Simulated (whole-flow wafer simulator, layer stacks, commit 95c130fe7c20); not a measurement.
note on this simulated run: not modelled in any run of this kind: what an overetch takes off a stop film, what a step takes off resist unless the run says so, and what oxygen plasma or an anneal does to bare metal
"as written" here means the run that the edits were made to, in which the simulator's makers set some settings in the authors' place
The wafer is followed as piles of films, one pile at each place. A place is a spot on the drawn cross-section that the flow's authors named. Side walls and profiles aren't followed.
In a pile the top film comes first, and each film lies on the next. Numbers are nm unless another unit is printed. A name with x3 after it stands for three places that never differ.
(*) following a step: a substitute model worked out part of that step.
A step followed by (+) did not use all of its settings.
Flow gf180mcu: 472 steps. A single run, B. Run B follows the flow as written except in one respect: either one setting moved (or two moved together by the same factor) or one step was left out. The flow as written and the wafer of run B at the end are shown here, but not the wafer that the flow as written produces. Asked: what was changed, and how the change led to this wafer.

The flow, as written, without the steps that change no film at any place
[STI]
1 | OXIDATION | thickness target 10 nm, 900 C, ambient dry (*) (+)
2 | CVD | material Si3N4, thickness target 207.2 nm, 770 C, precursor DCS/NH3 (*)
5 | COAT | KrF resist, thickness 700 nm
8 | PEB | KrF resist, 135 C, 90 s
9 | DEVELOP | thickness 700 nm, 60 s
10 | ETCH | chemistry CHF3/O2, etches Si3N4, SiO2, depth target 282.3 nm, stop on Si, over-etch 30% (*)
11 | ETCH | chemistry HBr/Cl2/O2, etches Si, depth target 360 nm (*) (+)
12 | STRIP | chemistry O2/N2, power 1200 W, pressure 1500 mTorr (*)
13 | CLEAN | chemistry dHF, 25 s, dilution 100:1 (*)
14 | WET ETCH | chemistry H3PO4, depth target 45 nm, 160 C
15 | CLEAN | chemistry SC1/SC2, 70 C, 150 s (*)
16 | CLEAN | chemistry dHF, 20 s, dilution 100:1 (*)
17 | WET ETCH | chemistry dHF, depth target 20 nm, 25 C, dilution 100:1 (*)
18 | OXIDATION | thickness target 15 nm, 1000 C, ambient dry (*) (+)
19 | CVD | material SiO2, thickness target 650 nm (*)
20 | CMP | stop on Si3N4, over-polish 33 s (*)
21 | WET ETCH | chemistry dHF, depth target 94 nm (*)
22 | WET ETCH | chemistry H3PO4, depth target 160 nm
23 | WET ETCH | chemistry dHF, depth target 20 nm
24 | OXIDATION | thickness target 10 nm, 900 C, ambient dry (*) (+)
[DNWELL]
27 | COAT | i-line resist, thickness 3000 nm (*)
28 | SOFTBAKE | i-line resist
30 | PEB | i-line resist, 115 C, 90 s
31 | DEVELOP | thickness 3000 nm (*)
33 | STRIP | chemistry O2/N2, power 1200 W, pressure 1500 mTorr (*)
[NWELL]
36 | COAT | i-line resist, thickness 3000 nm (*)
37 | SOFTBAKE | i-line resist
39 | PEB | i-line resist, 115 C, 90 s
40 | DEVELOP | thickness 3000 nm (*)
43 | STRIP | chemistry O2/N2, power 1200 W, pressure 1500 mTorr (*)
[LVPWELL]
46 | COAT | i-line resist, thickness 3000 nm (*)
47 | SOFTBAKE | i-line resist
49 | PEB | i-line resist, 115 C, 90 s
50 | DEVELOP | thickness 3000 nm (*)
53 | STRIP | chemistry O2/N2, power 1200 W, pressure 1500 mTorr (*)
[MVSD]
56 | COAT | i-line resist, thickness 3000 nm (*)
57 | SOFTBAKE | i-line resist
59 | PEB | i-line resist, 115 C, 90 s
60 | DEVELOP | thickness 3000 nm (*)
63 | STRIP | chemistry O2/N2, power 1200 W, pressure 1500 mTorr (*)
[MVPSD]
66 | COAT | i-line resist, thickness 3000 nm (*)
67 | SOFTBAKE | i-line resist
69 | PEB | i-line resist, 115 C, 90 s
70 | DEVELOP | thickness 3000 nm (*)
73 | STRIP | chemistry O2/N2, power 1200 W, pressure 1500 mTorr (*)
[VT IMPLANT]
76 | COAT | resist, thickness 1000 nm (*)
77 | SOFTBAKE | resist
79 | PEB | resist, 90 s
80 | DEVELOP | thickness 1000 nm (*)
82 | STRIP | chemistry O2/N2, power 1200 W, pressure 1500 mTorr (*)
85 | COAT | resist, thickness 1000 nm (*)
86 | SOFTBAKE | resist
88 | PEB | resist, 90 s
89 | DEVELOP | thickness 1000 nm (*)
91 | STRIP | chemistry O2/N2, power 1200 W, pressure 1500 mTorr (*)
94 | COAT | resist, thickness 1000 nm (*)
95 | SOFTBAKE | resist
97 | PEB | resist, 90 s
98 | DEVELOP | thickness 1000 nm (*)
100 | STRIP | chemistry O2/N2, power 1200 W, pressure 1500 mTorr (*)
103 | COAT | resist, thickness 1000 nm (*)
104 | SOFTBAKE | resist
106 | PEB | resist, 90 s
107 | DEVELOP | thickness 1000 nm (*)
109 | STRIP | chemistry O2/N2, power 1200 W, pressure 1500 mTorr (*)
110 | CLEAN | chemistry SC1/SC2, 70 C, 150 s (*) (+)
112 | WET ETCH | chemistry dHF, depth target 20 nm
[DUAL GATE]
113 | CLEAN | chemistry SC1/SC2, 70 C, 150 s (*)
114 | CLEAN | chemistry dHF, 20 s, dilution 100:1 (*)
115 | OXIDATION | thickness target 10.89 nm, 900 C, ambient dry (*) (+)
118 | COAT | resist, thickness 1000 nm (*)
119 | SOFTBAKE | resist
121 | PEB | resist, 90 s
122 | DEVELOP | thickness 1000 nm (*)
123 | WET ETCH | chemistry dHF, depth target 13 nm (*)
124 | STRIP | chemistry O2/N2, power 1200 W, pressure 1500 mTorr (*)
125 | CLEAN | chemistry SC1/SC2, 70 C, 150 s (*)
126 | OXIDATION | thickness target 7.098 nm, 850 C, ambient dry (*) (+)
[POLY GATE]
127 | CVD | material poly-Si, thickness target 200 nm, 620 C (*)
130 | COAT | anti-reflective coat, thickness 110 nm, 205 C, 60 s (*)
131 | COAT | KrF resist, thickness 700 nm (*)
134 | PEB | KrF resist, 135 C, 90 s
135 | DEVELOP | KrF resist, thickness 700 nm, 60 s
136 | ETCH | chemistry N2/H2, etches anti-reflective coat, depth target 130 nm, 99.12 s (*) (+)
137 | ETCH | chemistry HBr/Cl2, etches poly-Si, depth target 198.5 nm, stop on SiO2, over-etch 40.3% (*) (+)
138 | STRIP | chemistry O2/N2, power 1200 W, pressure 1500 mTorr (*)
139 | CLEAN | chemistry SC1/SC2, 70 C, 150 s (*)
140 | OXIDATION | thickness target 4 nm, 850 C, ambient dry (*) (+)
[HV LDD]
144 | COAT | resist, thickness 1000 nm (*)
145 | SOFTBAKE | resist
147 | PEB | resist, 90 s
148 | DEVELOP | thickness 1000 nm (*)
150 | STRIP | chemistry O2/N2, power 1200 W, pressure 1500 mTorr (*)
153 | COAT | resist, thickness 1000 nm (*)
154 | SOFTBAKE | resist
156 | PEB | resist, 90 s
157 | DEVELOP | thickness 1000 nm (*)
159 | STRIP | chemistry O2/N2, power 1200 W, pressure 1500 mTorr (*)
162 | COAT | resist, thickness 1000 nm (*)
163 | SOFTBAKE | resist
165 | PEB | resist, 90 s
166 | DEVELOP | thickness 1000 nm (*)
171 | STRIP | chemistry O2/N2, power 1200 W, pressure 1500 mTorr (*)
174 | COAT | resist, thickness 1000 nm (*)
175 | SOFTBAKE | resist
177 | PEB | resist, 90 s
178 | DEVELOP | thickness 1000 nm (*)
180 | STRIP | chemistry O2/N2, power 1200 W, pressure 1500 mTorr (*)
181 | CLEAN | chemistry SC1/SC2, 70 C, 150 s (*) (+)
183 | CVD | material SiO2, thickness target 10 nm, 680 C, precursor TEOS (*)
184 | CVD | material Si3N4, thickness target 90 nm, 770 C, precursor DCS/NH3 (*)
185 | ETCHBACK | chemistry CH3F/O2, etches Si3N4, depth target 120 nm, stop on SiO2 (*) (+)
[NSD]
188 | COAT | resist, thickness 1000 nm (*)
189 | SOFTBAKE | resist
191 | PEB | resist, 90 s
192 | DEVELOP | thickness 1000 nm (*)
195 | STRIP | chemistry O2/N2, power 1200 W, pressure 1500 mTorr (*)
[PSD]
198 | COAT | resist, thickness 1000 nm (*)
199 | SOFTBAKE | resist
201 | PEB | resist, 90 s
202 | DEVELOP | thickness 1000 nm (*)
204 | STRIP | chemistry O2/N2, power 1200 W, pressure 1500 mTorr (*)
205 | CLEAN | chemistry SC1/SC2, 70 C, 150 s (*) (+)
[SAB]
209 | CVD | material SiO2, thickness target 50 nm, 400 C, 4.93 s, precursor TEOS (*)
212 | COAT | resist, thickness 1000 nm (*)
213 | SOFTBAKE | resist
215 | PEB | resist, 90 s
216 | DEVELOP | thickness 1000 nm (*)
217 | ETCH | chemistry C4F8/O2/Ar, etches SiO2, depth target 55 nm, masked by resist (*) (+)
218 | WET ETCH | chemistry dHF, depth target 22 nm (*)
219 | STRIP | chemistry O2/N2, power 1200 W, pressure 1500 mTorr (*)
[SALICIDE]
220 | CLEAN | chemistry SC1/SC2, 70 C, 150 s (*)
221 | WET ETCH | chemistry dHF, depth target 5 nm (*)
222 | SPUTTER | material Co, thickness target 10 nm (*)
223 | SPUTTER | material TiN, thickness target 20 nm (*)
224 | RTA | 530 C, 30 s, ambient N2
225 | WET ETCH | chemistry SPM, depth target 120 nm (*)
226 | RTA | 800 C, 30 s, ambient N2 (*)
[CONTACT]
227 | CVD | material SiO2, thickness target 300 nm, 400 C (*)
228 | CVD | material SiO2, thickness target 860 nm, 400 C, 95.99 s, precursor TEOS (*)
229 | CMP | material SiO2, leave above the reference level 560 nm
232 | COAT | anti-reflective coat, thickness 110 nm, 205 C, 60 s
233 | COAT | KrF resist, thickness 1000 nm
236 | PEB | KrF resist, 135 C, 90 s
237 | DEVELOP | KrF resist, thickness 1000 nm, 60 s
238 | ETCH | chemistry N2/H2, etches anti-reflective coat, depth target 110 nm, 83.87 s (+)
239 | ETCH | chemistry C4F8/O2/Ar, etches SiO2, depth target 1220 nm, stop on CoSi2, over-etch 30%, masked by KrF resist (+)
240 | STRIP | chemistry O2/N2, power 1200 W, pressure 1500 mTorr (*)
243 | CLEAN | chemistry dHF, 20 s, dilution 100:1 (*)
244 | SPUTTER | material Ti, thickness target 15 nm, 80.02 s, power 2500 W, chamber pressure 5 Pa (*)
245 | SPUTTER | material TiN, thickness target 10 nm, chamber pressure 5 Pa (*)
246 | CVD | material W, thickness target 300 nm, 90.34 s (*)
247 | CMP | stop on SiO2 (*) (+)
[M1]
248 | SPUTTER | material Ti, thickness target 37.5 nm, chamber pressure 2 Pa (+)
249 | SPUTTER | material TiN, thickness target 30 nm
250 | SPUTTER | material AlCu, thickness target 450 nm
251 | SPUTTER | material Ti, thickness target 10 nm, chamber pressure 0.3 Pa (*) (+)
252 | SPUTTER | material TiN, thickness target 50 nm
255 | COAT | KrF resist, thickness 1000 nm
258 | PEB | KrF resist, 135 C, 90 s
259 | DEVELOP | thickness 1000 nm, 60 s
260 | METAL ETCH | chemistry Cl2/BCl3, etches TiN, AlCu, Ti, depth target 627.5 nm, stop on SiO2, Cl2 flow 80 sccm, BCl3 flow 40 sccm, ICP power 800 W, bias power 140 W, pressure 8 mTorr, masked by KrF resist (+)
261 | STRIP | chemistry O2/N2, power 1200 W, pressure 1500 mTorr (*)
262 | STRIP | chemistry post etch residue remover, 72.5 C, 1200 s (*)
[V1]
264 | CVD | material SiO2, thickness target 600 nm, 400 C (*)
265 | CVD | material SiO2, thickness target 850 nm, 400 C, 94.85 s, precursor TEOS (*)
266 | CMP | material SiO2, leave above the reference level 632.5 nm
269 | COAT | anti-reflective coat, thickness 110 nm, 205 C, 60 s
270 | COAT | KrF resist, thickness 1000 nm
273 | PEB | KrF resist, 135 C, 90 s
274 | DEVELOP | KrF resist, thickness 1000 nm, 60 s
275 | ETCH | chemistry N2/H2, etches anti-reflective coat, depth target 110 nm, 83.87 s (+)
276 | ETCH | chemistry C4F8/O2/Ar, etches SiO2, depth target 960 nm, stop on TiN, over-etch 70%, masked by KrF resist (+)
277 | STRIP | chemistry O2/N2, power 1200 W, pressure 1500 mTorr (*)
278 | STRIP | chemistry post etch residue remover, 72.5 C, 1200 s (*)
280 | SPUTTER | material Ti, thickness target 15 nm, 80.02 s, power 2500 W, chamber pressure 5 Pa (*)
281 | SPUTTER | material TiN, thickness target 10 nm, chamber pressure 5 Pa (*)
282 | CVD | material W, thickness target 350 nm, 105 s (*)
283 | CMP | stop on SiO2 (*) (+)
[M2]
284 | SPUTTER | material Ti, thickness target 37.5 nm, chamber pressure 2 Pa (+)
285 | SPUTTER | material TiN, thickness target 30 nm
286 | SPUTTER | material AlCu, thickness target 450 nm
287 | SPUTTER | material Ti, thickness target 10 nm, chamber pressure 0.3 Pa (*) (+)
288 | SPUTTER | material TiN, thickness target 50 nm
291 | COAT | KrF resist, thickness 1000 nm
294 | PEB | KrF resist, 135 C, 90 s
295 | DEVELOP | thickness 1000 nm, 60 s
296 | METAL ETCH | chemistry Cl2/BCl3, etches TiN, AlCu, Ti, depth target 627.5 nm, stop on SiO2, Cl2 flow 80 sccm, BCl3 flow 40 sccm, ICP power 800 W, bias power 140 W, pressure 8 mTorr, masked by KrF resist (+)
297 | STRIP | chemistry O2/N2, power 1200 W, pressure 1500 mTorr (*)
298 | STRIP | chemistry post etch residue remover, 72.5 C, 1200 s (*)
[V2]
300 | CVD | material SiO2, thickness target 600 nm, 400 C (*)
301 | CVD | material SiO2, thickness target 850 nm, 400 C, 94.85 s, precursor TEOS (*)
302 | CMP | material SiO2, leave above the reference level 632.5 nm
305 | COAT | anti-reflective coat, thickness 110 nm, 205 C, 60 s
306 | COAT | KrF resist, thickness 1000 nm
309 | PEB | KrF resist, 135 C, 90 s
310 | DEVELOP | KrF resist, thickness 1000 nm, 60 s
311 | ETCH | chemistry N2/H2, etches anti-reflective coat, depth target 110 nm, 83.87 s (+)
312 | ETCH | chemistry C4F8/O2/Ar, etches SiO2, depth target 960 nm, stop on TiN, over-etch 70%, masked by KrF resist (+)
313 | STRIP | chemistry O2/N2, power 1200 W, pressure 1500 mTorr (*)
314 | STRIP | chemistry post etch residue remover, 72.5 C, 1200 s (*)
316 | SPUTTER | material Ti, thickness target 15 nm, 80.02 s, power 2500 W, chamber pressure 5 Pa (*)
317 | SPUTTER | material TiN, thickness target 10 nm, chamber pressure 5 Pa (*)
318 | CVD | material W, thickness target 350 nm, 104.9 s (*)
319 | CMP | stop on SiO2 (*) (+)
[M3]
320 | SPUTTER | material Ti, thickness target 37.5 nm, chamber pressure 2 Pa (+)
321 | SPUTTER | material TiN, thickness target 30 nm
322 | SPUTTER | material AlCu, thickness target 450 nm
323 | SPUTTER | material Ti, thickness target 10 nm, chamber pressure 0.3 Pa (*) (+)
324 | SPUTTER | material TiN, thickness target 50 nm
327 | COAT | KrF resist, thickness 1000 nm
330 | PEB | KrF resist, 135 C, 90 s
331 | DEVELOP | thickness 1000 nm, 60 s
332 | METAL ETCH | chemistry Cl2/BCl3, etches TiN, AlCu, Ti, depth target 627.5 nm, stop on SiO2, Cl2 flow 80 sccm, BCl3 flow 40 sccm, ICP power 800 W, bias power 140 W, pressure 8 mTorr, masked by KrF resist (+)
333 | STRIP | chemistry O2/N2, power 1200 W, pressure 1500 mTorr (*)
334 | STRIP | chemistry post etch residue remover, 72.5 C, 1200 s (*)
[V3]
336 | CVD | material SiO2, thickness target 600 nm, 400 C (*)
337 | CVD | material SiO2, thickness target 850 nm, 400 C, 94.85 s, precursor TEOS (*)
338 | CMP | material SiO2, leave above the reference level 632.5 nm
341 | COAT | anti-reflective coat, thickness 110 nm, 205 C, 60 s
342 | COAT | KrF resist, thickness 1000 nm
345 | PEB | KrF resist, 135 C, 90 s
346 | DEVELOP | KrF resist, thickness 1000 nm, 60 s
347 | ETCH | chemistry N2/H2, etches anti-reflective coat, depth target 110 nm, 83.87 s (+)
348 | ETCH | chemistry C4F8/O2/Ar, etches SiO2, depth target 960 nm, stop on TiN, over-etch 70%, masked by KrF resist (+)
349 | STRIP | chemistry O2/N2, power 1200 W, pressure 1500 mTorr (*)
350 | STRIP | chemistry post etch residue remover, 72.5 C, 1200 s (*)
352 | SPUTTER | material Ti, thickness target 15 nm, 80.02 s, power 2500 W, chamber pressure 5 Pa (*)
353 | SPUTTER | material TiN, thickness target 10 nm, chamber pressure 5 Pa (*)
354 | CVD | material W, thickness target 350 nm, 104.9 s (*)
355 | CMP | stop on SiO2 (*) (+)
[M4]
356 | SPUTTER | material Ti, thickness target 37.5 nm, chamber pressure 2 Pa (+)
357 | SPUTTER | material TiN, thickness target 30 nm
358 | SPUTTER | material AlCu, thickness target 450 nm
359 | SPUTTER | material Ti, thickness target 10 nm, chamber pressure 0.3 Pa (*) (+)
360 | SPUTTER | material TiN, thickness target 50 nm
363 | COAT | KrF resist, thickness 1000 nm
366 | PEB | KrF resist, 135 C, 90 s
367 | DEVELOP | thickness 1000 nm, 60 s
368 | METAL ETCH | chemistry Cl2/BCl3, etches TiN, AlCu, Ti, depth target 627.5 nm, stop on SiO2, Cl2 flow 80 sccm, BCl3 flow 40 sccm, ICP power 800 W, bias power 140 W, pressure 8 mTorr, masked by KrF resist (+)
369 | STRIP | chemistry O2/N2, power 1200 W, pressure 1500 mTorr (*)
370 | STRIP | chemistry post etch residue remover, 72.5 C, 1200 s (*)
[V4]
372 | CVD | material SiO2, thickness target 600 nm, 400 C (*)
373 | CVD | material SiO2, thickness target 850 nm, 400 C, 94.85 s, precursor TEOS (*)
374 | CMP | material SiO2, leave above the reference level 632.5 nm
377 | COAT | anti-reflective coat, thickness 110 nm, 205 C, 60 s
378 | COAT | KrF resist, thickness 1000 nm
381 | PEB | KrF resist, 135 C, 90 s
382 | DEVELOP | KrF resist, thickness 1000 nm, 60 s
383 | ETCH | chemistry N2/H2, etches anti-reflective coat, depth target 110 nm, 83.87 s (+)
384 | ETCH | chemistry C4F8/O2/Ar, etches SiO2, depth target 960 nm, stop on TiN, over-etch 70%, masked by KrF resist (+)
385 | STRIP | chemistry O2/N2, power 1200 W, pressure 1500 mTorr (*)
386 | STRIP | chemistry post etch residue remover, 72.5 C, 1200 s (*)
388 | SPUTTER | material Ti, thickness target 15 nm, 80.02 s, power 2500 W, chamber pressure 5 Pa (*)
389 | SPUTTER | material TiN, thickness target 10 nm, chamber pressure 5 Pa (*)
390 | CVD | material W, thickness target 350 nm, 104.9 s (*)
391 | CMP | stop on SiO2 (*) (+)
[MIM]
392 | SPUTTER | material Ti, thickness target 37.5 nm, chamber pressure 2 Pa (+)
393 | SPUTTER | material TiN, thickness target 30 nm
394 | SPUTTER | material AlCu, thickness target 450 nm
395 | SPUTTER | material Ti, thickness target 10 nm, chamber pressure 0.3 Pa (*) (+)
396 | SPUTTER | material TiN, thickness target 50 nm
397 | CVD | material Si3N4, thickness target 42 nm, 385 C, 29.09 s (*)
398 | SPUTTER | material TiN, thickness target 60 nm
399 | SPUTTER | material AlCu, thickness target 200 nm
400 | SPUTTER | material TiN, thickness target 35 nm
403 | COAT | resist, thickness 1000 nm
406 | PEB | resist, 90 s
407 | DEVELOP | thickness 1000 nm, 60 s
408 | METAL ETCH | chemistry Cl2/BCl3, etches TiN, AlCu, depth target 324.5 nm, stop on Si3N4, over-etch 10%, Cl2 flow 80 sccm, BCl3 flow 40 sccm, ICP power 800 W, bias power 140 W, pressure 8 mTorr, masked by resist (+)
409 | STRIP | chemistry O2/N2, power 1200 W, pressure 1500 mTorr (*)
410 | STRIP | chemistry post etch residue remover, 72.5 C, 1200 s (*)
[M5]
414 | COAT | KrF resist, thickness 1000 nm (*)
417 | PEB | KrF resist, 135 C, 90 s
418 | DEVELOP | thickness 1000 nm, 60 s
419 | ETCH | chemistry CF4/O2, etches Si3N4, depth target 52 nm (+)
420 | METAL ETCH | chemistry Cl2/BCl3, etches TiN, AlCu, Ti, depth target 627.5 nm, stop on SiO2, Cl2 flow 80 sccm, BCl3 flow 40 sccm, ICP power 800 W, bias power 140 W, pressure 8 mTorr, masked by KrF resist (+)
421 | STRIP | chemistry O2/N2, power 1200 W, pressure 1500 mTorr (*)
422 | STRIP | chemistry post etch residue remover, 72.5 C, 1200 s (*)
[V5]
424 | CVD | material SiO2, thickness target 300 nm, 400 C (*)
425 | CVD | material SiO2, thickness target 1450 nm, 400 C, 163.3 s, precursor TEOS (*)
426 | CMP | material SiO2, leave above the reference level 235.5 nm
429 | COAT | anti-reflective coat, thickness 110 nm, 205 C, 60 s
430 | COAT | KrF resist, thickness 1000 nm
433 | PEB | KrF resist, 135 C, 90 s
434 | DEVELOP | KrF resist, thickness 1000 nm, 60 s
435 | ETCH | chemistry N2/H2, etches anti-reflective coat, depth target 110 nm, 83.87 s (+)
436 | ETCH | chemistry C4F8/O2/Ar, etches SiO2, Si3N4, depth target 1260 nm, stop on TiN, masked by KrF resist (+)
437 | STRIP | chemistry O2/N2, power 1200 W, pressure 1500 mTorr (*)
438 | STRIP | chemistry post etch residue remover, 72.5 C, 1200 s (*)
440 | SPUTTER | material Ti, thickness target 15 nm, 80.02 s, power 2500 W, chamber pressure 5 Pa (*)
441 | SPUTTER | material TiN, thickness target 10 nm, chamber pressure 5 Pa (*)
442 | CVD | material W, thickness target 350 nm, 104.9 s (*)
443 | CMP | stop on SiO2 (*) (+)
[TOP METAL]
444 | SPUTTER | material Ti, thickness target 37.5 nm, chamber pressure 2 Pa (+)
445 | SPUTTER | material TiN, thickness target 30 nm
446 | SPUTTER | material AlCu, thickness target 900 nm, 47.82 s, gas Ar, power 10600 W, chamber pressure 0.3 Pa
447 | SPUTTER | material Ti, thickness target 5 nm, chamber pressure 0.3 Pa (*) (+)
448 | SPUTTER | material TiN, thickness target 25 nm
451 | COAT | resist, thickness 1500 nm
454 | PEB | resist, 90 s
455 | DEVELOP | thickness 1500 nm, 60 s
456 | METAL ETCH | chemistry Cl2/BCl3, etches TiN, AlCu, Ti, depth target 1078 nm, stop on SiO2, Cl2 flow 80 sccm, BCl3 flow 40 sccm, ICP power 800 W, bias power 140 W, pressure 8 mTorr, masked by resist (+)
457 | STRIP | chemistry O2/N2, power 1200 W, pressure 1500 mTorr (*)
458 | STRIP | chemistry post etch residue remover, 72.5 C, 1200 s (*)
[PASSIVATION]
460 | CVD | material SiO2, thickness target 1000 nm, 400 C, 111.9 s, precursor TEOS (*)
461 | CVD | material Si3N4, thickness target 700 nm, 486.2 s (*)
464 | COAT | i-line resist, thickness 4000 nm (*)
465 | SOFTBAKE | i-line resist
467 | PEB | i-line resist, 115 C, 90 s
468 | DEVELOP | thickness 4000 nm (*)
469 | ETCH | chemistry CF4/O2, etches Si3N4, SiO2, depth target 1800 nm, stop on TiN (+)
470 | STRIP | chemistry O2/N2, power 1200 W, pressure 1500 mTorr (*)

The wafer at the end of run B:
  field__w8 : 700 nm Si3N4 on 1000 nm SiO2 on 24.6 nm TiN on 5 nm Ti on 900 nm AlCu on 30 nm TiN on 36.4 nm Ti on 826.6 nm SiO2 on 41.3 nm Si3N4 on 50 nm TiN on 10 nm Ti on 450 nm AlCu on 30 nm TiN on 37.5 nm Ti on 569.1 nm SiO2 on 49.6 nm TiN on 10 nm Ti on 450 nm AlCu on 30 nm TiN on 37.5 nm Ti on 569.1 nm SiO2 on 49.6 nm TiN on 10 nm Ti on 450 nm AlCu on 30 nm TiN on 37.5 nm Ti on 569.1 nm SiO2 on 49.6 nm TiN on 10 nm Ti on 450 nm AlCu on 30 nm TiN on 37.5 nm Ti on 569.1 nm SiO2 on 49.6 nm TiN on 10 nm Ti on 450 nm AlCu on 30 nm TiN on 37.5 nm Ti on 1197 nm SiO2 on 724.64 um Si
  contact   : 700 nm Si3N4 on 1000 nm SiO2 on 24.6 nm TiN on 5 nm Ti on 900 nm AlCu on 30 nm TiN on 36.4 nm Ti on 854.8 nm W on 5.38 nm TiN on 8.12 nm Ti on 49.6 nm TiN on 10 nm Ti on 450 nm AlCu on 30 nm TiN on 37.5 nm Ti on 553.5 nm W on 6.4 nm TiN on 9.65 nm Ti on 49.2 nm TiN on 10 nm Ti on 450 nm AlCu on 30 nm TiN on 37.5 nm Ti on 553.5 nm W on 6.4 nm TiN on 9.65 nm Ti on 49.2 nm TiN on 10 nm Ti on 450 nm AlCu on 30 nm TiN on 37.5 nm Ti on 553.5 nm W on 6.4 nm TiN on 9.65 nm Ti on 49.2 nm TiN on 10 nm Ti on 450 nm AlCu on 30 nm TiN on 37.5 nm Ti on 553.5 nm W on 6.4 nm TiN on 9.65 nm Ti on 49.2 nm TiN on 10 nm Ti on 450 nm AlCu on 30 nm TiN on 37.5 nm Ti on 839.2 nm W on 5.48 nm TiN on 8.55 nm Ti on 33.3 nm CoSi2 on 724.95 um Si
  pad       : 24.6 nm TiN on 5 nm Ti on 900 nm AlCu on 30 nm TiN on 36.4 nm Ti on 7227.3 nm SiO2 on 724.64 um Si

What caused this: step 444, SPUTTER: thickness target 36.4 nm was run, though the flow has thickness target 37.5 nm.
One can read it off the wafer: field__w8 has Ti 36.4, and step 444 as written asks for 37.5 nm.

The path from the change to this, step by step:
  444 | SPUTTER | material Ti, thickness target 37.5 nm, chamber pressure 2 Pa (+)
      field, field__w1, field__w2 and 109 more: +36.4 Ti (new film) (in the flow as written it would be: +37.5 Ti (new film))
  456 | METAL ETCH | chemistry Cl2/BCl3, etches TiN, AlCu, Ti, depth target 1078 nm, stop on SiO2, Cl2 flow 80 sccm, BCl3 flow 40 sccm, ICP power 800 W, bias power 140 W, pressure 8 mTorr, masked by resist (+)
      field, field__w1, field__w2 and 103 more: -25 TiN (all of it), -5 Ti (all of it), -900 AlCu (all of it), -30 TiN (all of it), -36.4 Ti (all of it) (in the flow as written it would be: -25 TiN (all of it), -5 Ti (all of it), -900 AlCu (all of it), -30 TiN (all of it), -37.5 Ti (all of it))
